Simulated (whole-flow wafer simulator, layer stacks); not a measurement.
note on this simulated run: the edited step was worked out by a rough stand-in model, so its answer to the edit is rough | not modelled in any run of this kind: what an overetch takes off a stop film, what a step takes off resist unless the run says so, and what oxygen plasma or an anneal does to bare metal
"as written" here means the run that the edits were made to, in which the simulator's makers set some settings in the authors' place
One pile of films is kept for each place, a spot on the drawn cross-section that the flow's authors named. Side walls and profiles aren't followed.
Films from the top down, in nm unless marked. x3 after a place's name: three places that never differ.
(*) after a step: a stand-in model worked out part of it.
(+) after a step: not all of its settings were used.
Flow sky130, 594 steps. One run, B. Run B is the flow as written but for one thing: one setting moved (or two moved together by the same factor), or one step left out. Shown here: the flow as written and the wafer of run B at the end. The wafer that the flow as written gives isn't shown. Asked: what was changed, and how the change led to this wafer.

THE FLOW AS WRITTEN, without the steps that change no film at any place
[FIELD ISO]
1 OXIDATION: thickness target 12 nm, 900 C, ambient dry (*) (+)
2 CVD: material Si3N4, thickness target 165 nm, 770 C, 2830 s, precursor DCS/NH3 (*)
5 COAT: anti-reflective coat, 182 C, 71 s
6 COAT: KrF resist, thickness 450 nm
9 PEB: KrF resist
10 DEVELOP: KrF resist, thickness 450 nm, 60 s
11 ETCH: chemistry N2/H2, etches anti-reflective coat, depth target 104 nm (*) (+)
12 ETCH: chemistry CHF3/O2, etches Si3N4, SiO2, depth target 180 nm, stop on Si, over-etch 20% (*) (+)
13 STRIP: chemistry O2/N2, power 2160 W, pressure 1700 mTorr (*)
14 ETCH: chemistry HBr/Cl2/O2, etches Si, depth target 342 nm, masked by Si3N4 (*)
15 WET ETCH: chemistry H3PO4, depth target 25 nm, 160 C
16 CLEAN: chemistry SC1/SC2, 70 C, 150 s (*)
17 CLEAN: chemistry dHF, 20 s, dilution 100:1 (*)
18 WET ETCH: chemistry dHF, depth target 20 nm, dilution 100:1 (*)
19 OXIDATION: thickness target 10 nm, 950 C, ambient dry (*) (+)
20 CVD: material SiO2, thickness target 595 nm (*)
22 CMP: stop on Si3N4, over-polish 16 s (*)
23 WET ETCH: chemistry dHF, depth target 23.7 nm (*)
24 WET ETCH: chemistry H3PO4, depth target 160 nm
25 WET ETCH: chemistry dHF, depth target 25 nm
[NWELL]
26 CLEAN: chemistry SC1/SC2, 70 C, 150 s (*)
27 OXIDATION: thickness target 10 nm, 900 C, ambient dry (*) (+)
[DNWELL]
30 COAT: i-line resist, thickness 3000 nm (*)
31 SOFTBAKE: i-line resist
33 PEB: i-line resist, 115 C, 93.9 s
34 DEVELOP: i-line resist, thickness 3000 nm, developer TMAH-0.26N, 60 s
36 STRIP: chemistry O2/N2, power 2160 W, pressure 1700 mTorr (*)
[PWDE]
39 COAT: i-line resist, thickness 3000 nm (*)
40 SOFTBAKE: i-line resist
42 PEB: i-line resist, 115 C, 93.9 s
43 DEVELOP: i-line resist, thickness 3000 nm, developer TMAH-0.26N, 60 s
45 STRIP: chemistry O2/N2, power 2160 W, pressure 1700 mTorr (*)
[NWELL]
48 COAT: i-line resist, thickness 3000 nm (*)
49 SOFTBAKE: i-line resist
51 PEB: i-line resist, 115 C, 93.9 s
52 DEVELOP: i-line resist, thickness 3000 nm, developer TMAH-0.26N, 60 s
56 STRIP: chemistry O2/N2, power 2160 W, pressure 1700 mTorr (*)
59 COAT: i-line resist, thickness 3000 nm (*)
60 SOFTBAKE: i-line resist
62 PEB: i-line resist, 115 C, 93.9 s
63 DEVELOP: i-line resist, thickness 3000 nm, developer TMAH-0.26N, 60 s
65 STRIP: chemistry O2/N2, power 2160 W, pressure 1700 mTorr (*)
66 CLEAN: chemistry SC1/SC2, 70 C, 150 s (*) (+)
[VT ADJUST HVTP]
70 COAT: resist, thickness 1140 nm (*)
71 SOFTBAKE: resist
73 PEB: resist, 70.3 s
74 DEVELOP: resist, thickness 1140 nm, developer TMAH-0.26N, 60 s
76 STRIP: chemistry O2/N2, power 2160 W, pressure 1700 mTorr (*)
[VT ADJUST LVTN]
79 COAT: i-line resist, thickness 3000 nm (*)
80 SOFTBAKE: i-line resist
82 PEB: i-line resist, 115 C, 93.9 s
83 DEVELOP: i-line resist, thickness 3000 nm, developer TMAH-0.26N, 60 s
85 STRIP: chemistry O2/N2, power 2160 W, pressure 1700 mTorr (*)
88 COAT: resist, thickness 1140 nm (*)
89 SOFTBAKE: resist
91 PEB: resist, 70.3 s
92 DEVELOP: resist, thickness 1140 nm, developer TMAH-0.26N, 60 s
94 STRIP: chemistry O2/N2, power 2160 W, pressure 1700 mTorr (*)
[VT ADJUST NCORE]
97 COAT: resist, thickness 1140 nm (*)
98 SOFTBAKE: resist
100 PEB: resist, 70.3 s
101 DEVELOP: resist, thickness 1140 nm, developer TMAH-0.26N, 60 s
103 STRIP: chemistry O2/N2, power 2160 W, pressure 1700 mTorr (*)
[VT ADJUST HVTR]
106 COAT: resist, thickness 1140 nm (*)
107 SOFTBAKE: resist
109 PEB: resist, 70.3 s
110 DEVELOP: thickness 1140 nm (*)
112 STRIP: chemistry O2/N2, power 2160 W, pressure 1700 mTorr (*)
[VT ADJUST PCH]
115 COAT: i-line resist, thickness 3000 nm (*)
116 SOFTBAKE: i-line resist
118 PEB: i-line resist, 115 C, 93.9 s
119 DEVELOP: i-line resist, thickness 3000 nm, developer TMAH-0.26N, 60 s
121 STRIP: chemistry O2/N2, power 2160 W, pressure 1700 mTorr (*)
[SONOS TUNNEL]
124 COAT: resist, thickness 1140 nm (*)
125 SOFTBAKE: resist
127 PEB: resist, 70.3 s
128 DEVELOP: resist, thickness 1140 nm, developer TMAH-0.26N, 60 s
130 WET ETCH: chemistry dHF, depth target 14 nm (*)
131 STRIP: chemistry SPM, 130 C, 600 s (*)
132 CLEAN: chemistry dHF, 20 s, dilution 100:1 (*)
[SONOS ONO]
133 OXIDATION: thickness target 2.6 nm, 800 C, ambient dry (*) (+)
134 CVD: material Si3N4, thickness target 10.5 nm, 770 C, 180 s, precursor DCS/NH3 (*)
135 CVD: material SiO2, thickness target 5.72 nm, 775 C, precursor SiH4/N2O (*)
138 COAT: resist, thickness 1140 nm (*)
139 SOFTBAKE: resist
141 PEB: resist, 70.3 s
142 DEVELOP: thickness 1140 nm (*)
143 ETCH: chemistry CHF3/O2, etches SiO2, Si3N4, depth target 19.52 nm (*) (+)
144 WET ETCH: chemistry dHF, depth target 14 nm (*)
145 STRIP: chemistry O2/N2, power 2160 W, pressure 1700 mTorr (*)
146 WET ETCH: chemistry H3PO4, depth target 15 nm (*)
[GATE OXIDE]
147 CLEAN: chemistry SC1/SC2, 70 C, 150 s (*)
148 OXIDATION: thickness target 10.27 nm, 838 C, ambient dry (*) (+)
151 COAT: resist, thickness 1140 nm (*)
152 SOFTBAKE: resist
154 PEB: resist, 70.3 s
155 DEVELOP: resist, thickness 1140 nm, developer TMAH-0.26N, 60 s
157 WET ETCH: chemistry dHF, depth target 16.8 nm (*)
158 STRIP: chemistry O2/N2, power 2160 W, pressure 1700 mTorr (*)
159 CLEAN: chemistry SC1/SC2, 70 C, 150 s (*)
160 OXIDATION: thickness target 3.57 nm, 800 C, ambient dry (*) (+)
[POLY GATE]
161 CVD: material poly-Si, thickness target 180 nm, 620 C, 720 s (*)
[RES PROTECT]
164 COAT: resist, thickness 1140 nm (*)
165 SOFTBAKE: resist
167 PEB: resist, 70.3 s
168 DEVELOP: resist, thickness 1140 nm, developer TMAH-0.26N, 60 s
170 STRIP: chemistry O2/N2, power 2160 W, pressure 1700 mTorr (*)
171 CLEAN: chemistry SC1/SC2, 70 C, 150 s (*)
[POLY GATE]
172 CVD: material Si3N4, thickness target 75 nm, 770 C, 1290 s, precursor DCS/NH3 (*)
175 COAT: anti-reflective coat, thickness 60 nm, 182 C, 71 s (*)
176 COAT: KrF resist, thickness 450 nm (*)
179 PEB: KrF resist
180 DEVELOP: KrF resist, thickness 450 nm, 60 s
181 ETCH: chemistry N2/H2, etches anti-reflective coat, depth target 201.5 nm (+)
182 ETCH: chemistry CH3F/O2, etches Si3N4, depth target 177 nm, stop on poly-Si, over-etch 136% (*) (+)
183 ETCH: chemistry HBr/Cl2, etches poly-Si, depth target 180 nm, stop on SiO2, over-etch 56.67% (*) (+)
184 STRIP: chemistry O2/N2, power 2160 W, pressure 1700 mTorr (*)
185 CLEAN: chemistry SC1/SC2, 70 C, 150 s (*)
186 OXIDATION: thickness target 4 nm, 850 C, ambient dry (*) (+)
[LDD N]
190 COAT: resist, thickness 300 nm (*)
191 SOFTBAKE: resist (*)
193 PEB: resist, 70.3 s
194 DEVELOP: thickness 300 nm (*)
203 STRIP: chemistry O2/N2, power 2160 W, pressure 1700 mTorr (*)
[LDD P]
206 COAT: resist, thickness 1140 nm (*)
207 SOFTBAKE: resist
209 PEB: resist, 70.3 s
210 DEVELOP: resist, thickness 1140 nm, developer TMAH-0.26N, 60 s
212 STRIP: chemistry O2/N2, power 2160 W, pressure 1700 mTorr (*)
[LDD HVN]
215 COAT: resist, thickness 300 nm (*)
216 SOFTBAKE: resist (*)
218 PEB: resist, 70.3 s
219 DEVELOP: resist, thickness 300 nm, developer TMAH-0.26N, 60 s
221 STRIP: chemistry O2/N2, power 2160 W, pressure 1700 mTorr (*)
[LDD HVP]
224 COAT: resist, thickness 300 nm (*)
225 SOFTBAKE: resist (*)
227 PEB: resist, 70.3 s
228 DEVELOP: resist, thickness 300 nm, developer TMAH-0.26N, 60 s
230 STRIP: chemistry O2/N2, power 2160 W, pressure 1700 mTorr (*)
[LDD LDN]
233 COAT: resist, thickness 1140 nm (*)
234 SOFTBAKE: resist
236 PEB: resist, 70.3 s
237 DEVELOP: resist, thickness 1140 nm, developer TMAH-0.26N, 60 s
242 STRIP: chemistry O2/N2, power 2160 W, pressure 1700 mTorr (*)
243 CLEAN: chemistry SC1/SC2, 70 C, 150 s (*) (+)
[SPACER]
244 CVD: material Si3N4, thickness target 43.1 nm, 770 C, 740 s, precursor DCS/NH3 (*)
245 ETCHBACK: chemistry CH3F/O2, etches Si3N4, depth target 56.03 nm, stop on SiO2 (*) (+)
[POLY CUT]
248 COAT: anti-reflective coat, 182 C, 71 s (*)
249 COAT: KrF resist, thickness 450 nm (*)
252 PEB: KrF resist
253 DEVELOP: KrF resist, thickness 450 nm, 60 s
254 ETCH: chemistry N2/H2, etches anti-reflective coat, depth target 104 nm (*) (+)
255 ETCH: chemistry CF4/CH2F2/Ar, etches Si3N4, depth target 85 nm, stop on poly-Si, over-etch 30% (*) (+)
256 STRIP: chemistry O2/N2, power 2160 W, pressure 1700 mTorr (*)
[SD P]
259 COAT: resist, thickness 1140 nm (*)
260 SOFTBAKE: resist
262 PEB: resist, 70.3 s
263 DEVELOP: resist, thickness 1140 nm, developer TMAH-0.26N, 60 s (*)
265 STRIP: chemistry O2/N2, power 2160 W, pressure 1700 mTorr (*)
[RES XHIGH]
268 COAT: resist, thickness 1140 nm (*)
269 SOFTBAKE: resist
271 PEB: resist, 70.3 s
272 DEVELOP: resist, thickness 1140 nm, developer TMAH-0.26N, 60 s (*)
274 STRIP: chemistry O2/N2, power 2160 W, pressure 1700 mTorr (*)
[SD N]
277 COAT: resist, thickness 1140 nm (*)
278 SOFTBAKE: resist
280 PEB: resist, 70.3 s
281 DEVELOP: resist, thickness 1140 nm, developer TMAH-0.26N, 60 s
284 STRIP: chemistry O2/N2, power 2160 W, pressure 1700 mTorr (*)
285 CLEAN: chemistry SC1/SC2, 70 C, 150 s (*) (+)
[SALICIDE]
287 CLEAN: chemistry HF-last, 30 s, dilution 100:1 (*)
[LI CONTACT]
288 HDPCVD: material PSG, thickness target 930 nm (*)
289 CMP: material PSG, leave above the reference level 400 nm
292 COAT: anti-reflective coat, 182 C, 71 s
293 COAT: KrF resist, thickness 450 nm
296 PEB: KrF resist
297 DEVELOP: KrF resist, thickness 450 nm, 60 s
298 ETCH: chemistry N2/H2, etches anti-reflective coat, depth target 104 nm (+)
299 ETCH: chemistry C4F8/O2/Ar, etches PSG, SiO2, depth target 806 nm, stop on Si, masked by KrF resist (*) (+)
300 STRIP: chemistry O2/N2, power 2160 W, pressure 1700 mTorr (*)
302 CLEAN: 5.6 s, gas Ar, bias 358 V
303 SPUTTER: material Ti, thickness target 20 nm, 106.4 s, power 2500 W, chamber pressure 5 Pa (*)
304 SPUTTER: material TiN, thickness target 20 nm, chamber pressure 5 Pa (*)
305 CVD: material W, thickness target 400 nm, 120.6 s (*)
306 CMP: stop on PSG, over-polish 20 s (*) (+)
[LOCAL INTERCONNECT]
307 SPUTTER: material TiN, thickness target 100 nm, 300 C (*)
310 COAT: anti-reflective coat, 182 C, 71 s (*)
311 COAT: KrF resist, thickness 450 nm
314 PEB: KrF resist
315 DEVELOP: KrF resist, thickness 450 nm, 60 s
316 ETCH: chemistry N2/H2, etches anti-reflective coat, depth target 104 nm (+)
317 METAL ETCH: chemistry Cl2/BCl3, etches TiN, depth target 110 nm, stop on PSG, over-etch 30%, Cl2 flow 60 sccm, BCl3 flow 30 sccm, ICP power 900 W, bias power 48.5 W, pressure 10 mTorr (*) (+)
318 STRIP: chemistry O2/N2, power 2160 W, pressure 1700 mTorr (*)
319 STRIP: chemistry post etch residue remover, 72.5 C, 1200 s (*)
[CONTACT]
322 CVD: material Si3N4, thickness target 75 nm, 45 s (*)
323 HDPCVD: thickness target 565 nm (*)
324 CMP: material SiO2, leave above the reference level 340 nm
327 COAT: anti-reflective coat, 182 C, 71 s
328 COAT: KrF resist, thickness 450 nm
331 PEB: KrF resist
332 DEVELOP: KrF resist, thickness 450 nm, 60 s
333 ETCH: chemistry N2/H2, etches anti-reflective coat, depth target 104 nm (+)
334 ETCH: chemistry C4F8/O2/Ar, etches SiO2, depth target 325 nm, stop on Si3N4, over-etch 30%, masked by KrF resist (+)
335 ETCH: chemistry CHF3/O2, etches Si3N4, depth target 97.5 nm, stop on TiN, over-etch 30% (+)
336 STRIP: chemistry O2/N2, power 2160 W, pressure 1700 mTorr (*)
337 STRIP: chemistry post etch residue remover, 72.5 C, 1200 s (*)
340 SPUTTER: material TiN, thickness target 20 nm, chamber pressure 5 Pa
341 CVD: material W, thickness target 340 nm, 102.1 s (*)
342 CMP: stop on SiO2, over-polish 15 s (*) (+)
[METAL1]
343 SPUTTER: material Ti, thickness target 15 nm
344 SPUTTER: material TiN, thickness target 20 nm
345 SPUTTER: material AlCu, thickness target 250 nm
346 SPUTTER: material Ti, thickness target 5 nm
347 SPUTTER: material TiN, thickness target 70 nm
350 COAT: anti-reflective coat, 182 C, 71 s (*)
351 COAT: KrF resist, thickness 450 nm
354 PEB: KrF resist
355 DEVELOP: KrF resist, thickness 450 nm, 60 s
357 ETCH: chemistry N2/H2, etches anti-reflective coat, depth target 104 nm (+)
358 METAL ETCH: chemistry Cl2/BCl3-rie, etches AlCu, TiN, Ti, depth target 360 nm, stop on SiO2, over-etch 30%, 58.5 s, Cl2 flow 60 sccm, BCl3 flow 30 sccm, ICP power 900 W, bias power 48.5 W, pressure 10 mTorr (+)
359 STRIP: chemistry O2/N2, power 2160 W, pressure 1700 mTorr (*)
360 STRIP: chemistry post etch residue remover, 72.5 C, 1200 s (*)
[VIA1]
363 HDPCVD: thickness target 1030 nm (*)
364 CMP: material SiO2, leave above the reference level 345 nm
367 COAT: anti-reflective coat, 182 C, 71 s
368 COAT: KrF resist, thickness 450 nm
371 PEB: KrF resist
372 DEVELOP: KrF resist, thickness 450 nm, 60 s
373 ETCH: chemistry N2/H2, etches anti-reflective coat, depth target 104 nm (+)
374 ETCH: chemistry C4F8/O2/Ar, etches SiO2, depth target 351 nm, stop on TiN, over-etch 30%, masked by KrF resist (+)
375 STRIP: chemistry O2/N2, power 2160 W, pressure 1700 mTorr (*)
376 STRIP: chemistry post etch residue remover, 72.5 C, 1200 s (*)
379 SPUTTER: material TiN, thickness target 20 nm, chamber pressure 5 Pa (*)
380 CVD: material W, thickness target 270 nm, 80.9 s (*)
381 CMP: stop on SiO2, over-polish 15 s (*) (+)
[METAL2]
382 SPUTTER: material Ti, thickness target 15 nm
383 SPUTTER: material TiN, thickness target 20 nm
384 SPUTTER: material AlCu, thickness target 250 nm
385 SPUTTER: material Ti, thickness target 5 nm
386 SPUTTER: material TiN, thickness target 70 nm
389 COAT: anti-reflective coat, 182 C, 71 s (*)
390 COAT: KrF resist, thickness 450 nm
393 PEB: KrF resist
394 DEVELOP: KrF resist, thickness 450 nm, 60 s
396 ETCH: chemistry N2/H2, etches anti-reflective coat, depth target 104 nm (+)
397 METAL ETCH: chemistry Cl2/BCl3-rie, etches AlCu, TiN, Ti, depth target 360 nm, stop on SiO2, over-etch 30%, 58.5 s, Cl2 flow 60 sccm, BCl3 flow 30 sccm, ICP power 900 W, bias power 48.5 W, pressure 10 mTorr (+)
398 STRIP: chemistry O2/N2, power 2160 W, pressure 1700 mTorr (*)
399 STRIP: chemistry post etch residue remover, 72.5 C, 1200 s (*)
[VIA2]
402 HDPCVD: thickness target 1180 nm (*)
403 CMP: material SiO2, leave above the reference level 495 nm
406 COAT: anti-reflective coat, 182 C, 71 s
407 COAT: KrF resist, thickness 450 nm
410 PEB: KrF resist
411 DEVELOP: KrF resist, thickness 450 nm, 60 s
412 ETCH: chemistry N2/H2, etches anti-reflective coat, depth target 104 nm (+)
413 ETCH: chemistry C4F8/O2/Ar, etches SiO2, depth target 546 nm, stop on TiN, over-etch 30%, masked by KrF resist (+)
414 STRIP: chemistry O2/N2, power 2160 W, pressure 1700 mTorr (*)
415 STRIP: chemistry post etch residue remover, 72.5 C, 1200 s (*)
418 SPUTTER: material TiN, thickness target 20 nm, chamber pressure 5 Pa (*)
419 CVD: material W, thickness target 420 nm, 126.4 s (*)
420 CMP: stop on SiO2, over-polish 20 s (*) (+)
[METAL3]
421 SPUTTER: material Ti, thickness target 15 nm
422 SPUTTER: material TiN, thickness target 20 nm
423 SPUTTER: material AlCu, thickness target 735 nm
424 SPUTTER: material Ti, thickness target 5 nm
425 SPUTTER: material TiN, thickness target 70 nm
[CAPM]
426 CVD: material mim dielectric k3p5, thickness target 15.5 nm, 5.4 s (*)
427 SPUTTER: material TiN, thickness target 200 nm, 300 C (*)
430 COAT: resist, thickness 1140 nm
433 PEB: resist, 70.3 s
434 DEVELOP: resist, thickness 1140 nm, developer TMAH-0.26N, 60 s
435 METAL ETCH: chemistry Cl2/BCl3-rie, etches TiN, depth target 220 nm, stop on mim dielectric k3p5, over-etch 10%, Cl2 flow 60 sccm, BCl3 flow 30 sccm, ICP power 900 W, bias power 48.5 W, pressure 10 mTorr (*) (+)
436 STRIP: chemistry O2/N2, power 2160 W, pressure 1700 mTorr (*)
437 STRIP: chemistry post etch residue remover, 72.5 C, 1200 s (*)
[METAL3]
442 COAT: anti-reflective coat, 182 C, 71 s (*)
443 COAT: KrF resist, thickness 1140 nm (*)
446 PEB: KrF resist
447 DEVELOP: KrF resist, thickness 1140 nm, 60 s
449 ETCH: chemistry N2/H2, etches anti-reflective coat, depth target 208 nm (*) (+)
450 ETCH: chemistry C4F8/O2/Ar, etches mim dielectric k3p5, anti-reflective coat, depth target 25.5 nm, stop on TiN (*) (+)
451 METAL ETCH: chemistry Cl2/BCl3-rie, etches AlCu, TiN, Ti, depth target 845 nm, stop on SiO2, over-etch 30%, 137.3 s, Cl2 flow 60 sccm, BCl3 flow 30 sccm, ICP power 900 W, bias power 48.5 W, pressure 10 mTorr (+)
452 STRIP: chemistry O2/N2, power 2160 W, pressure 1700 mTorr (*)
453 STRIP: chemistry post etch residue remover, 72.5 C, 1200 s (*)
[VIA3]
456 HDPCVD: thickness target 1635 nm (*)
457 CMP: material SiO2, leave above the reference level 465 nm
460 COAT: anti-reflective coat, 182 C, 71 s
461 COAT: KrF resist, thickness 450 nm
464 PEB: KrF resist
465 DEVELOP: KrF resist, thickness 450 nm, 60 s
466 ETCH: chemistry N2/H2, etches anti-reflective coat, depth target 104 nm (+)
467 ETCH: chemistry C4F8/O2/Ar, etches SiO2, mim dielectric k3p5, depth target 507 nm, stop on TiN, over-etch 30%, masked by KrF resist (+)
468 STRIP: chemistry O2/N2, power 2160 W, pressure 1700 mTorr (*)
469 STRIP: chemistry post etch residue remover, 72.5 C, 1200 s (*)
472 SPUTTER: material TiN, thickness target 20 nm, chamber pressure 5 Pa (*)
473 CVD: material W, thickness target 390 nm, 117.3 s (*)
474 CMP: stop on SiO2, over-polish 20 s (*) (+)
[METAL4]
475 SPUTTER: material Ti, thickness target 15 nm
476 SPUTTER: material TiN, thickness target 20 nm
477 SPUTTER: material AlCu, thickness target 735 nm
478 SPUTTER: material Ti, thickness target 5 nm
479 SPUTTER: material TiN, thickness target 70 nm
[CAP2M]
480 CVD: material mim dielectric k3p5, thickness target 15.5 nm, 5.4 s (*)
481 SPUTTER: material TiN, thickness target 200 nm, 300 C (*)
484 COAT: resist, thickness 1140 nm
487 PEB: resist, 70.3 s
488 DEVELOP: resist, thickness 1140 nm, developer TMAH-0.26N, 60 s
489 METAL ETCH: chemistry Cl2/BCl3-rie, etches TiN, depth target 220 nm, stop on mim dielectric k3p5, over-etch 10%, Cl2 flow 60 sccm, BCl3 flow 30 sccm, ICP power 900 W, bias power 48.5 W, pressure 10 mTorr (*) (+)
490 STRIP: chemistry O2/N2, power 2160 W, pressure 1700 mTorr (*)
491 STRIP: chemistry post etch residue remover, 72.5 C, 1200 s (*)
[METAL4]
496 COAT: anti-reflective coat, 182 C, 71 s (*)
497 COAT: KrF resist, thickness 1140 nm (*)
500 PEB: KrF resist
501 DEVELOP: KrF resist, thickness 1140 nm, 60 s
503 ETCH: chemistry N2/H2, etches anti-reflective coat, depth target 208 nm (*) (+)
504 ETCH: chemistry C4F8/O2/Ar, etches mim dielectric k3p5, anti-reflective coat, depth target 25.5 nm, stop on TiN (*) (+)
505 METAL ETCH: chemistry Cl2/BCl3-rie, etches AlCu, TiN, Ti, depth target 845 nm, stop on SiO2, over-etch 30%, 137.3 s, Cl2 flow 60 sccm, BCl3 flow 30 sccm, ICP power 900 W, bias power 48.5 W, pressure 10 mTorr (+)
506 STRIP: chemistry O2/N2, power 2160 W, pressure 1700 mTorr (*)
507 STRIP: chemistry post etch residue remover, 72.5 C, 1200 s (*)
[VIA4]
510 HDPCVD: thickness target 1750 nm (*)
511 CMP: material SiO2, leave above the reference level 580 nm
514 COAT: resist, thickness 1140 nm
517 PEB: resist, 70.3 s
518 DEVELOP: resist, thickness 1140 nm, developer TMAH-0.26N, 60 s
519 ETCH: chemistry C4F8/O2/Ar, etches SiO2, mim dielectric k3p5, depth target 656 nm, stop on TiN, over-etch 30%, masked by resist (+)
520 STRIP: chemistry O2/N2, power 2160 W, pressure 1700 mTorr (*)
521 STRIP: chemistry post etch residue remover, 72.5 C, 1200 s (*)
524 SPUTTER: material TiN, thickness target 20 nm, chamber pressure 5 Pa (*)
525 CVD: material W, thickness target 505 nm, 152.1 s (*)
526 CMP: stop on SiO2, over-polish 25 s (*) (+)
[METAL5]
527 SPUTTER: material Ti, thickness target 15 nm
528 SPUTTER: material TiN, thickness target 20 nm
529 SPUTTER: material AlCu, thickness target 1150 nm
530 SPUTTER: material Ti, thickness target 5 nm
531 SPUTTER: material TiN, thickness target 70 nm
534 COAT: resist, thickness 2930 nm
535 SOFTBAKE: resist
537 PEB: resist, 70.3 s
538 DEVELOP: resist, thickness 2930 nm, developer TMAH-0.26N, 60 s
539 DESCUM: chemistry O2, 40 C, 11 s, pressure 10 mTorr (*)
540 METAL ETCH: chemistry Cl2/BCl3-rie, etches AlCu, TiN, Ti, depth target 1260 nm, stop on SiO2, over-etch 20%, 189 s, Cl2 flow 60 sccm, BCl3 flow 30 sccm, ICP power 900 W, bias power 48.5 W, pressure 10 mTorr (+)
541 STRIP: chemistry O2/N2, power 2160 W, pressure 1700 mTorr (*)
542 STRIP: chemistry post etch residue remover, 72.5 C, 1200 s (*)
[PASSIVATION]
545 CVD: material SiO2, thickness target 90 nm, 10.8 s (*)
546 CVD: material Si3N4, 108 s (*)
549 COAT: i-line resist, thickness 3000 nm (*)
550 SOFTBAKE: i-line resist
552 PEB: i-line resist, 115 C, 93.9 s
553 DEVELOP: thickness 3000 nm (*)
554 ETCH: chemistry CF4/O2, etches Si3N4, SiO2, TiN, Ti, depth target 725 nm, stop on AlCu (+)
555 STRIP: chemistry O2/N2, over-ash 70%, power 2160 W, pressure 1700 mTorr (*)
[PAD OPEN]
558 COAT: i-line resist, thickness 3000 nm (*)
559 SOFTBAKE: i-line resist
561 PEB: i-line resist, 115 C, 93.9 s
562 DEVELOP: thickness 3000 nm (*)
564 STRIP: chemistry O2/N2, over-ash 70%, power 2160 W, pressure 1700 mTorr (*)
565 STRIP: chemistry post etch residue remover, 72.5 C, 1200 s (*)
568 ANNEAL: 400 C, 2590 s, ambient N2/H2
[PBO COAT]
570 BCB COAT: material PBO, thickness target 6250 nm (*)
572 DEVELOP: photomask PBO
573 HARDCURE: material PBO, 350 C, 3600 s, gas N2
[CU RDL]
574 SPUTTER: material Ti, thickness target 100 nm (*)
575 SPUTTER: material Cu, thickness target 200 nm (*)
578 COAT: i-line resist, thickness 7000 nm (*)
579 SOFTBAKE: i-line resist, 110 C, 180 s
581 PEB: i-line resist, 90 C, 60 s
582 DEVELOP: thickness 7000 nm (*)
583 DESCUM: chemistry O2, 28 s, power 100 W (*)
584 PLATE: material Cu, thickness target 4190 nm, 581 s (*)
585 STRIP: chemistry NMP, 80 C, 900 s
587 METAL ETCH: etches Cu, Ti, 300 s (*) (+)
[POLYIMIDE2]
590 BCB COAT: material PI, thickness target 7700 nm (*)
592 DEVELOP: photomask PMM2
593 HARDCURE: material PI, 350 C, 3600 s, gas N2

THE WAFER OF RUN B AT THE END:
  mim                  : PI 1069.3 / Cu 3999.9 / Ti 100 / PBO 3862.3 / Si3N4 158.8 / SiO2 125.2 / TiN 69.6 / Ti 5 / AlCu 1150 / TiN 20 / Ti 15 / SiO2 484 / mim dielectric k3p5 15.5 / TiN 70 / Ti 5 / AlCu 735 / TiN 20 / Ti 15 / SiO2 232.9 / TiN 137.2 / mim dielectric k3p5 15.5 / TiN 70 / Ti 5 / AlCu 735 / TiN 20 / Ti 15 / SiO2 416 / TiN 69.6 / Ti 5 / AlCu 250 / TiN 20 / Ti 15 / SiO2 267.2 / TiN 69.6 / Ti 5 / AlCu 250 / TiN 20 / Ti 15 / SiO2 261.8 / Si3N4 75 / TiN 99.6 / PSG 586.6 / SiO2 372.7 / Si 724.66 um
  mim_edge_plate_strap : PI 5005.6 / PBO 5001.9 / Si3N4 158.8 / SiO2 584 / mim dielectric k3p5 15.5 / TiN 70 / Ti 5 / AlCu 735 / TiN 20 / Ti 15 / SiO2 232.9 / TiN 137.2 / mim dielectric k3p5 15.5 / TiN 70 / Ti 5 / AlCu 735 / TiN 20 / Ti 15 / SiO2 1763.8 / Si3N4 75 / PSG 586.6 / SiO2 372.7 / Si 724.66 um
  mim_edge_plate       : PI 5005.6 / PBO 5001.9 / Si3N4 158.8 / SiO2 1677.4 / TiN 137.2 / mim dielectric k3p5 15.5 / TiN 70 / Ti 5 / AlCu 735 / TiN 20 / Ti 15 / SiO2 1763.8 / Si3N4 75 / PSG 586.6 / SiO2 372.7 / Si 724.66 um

The cause: step 427, SPUTTER: thickness target 138 nm was run, where the flow has thickness target 200 nm.

How the change led to this, step by step:
  427 SPUTTER: material TiN, thickness target 200 nm, 300 C (*)
      field, active, n_well and 188 more: TiN +138 (new film) (as written it would be: TiN +200 (new film))
  435 METAL ETCH: chemistry Cl2/BCl3-rie, etches TiN, depth target 220 nm, stop on mim dielectric k3p5, over-etch 10%, Cl2 flow 60 sccm, BCl3 flow 30 sccm, ICP power 900 W, bias power 48.5 W, pressure 10 mTorr (*) (+)
      field, active, n_well and 185 more: TiN -138 (all of it) (as written it would be: TiN -200 (all of it))
      mim, mim_edge_plate_strap, mim_edge_plate: resist -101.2 (as written it would be: resist -146.7)
  436 STRIP: chemistry O2/N2, power 2160 W, pressure 1700 mTorr (*)
      mim, mim_edge_plate_strap, mim_edge_plate: resist -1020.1 (all of it) (as written it would be: resist -974.6 (all of it))
  442 COAT: anti-reflective coat, 182 C, 71 s (*)
      rpm_encl, rpm_encl_psd, rpm_encl_urpm: anti-reflective coat +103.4 (new film) (as written it would be: anti-reflective coat +101.2 (new film))
      poly_licon, rpo_hd_licon: anti-reflective coat +74.3 (new film) (as written it would be: anti-reflective coat +57.6 (new film))
      (and at 7 more places)
  443 COAT: KrF resist, thickness 1140 nm (*)
      mim_edge_plate_strap, mim_edge_plate: KrF resist +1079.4 (new film) (as written it would be: KrF resist +1017.4 (new film))
      mim: KrF resist +1079.2 (new film) (as written it would be: KrF resist +1025.5 (new film))
      (and at 1 more place)
  449 ETCH: chemistry N2/H2, etches anti-reflective coat, depth target 208 nm (*) (+)
      rpm_encl, rpm_encl_psd, rpm_encl_urpm: anti-reflective coat -103.4 (all of it) (as written it would be: anti-reflective coat -101.2 (all of it))
      poly_licon, rpo_hd_licon: anti-reflective coat -74.3 (all of it) (as written it would be: anti-reflective coat -57.6 (all of it))
      (and at 3 more places)
  452 STRIP: chemistry O2/N2, power 2160 W, pressure 1700 mTorr (*)
      mim_edge_plate_strap, mim_edge_plate: KrF resist -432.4 (all of it), anti-reflective coat -3 (all of it) (as written it would be: KrF resist -370.5 (all of it), anti-reflective coat -3 (all of it))
      mim: KrF resist -432.2 (all of it), anti-reflective coat -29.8 (all of it) (as written it would be: KrF resist -378.7 (all of it), anti-reflective coat -40.4 (all of it))
      (and at 3 more places)
  457 CMP: material SiO2, leave above the reference level 465 nm
      mim, mim_edge_plate_strap, mim_edge_plate: SiO2 -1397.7 (as written it would be: SiO2 -1459.7)
